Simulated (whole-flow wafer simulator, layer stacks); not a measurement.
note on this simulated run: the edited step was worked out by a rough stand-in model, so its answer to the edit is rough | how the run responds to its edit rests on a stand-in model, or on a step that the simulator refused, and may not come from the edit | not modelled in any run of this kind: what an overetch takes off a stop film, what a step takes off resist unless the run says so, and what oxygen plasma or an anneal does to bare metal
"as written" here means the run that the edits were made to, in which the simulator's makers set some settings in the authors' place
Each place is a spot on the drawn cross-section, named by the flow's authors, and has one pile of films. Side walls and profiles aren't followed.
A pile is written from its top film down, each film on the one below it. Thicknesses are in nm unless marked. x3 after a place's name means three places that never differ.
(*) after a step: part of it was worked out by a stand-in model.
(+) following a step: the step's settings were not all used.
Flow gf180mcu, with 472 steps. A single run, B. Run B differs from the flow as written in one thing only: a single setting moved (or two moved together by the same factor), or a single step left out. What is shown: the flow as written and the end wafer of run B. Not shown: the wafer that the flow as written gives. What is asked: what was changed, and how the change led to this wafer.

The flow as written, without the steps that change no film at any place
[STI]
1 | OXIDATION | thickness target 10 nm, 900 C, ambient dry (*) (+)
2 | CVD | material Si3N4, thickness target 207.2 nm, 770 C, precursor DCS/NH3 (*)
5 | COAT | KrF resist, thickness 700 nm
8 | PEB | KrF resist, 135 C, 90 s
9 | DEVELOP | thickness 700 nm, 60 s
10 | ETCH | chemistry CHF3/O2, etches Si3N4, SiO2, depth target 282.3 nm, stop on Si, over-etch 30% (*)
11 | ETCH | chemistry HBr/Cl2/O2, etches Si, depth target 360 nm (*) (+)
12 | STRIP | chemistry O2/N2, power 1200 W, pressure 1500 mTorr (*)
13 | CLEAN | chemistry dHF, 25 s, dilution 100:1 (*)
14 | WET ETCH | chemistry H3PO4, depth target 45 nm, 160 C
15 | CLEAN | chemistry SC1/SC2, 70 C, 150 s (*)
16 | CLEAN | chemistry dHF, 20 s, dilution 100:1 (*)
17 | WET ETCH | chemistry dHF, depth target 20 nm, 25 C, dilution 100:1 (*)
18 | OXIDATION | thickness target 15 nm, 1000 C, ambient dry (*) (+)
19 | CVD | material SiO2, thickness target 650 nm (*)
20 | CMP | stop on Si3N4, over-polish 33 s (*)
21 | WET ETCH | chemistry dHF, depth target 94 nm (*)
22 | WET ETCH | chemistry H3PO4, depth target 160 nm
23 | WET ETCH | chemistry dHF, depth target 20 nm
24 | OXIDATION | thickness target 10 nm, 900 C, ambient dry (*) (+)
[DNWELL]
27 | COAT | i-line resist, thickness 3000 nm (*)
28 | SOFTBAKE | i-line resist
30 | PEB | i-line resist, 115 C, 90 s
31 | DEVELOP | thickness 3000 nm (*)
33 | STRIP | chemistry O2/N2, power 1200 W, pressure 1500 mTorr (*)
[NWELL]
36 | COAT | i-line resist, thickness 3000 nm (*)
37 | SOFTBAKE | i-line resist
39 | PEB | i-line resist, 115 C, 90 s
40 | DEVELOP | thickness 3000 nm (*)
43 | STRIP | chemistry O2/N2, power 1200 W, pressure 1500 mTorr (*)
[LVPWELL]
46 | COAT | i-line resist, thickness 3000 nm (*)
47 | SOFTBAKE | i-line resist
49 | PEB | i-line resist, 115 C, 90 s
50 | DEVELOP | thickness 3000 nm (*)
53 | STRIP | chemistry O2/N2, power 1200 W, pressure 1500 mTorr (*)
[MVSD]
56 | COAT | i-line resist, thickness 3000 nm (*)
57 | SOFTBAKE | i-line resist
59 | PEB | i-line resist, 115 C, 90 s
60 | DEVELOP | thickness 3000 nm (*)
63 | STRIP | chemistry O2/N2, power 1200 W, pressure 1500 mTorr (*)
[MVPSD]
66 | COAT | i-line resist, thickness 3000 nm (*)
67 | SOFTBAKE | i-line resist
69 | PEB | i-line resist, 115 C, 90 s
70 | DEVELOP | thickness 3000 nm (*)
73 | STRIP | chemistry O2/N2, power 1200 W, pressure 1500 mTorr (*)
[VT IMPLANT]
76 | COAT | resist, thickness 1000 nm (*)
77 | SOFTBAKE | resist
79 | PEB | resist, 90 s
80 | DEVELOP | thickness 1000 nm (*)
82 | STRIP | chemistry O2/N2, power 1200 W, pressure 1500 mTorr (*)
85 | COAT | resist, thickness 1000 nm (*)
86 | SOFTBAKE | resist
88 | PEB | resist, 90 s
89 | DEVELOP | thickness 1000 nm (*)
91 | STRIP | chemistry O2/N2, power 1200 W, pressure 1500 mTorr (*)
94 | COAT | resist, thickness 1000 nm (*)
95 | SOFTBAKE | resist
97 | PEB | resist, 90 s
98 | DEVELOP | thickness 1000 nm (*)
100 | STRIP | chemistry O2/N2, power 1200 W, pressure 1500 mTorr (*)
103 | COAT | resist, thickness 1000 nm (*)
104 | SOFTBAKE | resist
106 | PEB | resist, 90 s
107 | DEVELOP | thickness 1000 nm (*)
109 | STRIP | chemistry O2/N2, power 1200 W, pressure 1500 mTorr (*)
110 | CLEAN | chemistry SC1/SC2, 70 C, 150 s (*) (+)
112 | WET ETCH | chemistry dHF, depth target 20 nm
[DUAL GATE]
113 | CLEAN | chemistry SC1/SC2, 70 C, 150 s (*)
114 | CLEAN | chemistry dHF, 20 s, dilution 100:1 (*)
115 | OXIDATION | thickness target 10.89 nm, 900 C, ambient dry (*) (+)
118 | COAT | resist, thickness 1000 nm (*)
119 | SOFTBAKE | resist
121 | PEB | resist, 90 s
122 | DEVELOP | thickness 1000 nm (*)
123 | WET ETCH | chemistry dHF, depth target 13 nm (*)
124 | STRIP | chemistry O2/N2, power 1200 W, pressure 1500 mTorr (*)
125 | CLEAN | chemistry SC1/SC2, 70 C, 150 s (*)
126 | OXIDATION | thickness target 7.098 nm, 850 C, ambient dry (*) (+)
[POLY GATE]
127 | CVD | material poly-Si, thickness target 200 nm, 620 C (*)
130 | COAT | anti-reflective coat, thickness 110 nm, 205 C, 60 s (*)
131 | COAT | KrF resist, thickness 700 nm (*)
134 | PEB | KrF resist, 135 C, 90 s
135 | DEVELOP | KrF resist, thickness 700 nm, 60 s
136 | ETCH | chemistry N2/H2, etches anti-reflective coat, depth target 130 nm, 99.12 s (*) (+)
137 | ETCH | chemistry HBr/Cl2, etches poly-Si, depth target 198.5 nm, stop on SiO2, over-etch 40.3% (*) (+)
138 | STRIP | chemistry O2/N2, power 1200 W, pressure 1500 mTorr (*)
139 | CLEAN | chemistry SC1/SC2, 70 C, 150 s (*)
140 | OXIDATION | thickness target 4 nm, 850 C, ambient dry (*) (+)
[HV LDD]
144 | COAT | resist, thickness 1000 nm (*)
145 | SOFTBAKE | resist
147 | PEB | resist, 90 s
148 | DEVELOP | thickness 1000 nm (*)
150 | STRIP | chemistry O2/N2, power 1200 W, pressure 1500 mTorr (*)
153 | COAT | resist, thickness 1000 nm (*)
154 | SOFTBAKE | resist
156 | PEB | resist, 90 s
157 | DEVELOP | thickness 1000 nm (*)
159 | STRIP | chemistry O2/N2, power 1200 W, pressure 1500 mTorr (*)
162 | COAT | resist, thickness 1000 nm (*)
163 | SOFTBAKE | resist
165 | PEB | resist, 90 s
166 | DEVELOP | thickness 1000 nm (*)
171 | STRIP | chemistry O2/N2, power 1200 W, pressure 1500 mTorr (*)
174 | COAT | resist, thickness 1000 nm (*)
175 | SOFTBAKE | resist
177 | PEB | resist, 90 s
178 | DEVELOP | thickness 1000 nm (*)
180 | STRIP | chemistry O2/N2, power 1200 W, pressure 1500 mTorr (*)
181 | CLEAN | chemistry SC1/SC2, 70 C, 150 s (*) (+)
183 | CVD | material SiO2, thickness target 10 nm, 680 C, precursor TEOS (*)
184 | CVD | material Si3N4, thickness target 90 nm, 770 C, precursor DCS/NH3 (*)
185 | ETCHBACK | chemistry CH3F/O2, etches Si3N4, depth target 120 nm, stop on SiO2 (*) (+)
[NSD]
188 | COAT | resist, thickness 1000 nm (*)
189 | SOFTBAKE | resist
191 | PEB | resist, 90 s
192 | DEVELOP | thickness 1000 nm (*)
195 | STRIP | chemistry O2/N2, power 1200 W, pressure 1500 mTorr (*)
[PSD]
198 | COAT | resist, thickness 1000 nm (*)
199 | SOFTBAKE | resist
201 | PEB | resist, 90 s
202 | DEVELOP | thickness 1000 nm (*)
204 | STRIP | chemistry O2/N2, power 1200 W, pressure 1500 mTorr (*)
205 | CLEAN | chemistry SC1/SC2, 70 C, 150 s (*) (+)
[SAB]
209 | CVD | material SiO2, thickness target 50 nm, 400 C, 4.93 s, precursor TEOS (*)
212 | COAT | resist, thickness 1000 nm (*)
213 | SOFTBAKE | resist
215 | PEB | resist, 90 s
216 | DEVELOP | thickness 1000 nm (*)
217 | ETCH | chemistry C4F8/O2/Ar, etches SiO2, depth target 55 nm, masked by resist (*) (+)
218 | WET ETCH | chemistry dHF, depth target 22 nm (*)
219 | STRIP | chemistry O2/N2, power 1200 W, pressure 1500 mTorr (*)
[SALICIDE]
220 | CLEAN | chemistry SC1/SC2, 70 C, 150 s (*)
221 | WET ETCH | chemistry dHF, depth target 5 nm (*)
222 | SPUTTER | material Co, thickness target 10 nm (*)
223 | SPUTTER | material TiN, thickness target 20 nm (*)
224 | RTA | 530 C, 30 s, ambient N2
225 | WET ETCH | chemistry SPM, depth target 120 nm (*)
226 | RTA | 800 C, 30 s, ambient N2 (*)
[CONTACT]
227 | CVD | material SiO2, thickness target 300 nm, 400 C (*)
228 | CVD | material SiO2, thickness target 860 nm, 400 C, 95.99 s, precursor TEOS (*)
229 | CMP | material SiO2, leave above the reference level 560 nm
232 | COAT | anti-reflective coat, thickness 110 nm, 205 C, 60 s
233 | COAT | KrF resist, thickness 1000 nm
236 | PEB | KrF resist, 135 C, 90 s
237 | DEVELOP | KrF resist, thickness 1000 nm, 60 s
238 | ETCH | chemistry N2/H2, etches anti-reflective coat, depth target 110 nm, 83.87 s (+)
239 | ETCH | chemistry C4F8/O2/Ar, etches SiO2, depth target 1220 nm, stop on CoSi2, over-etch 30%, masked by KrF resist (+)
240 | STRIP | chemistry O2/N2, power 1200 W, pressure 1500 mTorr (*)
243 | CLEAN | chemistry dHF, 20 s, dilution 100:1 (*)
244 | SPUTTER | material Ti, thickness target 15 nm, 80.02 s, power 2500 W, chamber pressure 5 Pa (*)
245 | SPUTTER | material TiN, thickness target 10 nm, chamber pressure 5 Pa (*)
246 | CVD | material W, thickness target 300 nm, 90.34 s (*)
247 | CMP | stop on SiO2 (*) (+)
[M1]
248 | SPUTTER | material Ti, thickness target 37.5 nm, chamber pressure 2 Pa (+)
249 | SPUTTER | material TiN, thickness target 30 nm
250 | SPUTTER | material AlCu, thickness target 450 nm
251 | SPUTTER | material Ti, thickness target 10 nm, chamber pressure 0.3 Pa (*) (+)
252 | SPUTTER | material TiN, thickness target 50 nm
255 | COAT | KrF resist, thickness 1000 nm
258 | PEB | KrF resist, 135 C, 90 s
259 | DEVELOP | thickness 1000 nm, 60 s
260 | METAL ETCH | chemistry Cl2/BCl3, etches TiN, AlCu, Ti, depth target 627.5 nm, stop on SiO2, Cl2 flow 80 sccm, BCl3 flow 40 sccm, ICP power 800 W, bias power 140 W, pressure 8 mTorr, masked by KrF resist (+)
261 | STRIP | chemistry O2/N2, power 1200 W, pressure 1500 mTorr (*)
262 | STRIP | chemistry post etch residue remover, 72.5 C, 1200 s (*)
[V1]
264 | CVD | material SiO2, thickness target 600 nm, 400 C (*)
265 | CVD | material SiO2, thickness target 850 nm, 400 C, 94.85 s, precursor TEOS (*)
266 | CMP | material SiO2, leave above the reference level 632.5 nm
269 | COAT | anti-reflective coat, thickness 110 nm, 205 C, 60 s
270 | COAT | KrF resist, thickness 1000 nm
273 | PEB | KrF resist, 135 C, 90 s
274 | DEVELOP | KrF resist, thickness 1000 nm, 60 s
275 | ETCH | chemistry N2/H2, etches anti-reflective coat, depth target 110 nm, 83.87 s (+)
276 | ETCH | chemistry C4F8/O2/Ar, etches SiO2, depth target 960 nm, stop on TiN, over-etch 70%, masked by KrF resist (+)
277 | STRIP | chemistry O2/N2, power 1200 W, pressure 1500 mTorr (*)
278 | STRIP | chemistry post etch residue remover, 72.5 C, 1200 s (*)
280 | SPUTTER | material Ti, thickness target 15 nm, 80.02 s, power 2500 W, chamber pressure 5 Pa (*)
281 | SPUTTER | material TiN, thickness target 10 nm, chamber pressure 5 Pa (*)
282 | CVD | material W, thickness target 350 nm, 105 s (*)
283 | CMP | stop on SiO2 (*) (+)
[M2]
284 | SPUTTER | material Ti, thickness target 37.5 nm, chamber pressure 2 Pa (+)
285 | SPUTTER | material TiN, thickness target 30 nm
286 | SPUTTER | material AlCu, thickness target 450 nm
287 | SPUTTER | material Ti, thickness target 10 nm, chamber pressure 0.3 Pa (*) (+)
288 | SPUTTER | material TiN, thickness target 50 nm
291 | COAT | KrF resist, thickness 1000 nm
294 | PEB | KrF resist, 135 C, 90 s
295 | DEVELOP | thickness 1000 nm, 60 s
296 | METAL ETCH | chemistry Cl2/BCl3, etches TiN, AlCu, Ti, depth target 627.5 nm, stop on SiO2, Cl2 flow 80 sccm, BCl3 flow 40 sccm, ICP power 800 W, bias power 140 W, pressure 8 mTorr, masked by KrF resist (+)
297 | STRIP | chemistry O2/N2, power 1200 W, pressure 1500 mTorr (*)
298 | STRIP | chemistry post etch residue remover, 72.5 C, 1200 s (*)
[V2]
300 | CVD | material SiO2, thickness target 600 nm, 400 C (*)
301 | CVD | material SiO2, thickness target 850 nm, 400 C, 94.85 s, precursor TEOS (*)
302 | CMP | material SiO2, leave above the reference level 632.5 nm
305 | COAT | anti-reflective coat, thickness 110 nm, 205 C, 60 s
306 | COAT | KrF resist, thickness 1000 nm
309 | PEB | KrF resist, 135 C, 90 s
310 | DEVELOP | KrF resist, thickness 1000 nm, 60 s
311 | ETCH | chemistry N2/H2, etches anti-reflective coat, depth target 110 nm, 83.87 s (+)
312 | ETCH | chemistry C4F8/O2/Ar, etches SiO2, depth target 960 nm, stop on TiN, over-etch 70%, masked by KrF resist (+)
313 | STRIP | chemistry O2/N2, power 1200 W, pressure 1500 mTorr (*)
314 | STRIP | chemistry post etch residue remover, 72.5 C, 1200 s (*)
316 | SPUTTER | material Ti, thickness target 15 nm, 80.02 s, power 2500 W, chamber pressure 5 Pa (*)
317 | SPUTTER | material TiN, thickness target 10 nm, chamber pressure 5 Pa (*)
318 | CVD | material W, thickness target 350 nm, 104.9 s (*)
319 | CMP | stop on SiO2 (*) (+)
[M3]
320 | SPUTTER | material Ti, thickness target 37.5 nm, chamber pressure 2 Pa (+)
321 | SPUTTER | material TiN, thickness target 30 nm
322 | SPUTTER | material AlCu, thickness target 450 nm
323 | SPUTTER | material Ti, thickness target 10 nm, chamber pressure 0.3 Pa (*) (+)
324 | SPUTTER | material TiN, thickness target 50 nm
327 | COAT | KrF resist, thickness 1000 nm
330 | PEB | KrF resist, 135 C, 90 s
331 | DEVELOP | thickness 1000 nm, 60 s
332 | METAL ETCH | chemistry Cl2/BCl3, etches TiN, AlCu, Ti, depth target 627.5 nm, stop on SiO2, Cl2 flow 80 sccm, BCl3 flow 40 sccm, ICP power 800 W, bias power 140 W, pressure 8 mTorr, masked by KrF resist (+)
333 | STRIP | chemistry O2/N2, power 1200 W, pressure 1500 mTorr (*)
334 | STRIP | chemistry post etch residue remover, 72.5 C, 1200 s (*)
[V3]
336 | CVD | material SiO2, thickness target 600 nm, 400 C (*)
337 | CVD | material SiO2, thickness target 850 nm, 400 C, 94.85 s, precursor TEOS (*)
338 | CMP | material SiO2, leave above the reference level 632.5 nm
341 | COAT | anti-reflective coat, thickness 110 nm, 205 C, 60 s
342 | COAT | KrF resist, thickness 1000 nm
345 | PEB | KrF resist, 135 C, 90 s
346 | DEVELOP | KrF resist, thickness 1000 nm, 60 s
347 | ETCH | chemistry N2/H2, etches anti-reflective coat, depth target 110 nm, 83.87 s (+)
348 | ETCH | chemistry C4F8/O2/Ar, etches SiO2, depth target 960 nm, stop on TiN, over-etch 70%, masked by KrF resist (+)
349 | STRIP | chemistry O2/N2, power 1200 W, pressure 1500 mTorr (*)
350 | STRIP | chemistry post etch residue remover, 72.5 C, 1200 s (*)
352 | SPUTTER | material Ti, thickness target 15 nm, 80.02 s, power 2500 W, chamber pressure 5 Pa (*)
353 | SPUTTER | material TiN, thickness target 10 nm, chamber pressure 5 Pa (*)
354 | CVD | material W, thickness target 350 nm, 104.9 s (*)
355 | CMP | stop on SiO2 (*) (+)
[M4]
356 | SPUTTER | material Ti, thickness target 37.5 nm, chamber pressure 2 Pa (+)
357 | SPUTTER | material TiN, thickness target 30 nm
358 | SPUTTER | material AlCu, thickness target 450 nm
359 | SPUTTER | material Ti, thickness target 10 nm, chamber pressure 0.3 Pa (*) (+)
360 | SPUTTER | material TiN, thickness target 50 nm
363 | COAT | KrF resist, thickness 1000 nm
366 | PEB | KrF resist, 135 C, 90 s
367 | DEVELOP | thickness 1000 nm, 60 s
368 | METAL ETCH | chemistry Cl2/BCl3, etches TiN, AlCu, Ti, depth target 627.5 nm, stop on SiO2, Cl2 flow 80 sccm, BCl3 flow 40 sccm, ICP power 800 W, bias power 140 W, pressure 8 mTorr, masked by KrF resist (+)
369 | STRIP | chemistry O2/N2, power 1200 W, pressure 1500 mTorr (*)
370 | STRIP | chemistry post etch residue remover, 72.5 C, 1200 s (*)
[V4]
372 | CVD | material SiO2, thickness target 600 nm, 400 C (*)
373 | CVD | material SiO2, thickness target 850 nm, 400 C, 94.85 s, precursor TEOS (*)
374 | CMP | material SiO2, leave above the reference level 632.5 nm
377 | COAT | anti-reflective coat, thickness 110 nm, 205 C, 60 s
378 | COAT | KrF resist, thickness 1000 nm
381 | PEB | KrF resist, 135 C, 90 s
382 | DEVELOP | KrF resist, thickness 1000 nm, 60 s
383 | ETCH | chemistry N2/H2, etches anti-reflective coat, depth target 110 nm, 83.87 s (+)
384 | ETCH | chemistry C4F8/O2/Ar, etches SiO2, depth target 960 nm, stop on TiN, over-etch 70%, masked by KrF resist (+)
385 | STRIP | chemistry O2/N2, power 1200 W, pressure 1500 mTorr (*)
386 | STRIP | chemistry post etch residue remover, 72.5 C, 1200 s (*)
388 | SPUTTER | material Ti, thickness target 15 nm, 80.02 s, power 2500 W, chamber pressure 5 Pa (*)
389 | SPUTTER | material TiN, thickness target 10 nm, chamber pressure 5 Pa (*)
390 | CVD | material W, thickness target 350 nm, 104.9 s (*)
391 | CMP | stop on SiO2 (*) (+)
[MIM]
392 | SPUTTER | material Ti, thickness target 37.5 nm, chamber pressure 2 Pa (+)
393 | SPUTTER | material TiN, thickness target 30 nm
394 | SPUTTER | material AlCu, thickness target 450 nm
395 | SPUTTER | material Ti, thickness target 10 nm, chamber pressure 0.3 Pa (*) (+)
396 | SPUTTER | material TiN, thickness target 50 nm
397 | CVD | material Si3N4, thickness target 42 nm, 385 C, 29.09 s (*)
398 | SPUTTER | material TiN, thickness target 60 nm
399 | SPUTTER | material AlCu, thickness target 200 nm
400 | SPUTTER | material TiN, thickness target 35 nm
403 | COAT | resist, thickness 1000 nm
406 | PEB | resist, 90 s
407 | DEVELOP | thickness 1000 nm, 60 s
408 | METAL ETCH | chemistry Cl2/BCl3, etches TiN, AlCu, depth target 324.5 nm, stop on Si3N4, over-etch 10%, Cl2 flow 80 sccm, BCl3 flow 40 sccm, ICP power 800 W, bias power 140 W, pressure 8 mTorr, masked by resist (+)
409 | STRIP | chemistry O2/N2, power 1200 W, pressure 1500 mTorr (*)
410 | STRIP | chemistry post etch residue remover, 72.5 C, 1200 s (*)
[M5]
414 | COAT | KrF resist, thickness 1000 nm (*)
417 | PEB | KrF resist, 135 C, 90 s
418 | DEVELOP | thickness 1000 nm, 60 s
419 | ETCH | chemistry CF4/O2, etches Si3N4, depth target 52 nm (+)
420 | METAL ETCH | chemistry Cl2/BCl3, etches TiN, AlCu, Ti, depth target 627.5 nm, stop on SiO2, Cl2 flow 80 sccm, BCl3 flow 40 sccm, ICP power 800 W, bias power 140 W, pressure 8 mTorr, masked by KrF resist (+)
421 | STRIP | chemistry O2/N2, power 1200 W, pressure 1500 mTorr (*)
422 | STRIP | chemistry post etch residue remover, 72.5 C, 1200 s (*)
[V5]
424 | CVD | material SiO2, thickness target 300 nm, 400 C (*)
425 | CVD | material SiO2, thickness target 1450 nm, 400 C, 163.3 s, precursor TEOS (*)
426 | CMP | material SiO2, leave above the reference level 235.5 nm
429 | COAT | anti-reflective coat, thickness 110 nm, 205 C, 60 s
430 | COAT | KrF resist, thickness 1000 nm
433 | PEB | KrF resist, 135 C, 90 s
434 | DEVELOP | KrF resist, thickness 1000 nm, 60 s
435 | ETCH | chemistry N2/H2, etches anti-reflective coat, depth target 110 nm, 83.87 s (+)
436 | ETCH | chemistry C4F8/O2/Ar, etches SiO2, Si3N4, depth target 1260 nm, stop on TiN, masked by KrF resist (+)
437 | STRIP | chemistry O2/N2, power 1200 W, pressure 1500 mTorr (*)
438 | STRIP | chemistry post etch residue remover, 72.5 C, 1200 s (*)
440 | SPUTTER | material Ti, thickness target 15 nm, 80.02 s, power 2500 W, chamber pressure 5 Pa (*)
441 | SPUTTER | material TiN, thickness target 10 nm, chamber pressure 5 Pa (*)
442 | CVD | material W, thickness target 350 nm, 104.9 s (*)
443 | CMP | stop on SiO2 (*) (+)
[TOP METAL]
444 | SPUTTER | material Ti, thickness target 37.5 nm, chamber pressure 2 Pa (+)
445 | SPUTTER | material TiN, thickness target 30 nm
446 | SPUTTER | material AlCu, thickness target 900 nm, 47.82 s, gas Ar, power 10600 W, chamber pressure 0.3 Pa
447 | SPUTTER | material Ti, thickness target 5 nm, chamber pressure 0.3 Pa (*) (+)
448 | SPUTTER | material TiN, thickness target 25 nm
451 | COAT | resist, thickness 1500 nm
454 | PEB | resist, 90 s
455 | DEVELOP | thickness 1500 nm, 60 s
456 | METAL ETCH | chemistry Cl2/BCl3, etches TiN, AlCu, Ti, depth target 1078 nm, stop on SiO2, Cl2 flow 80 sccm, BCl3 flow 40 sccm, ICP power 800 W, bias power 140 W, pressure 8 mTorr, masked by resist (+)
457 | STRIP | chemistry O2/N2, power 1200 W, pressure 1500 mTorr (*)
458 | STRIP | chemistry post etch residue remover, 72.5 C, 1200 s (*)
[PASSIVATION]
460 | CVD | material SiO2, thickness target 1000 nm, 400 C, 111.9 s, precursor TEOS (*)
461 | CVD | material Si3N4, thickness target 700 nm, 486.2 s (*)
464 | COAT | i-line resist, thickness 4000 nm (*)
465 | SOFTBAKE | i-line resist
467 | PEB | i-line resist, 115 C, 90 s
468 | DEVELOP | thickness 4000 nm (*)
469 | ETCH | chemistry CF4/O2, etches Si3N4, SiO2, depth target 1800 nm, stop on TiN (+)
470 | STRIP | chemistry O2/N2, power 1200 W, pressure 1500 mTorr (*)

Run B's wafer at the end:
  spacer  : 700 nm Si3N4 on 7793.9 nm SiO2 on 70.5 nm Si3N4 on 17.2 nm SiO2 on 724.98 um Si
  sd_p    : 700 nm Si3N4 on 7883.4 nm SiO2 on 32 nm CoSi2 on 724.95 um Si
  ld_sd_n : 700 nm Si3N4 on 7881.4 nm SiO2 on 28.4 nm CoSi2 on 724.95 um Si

What caused this: step 184, CVD: thickness target 74.7 nm was run, whereas the flow has thickness target 90 nm; step 185, ETCHBACK: depth target 99.6 nm was run, where the flow has depth target 120 nm.

The path from the change to this, step by step:
  184 | CVD | material Si3N4, thickness target 90 nm, 770 C, precursor DCS/NH3 (*)
      field, field__w1, field__w2 and 101 more: Si3N4 gains 74.7 (new film) (as written it would have been: Si3N4 gains 90 (new film))
  185 | ETCHBACK | chemistry CH3F/O2, etches Si3N4, depth target 120 nm, stop on SiO2 (*) (+)
      field, field__w1, field__w2 and 93 more: Si3N4 loses 74.7 (all of it), SiO2 loses 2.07 (as written it would have been: Si3N4 loses 90 (all of it), SiO2 loses 2.5)
      ld_drn_p, sd_p_hv, iso_ntap_nw, iso_ptap_sub, ldp_tap, ldp_gr, vpnp_e: Si3N4 loses 74.7 (all of it), SiO2 loses 2.08 (as written it would have been: Si3N4 loses 90 (all of it), SiO2 loses 2.5)
  189 | SOFTBAKE | resist
      nw_enc_fld_lv__w3: resist loses 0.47 (as written it would have been: resist gains 0.35)
  199 | SOFTBAKE | resist
      nw_enc_fld_lv__w3: resist loses 0.47 (as written it would have been: resist gains 0.35)
  223 | SPUTTER | material TiN, thickness target 20 nm (*)
      field__w12: TiN gains 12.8 (new film) (as written it would have been: TiN gains 12 (new film))
  225 | WET ETCH | chemistry SPM, depth target 120 nm (*)
      field__w12: TiN loses 12.8 (all of it), Co loses 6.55 (all of it) (as written it would have been: TiN loses 12 (all of it), Co loses 6.15 (all of it))
  229 | CMP | material SiO2, leave above the reference level 560 nm
      spacer: SiO2 loses 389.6 (as written it would have been: SiO2 loses 404.9)
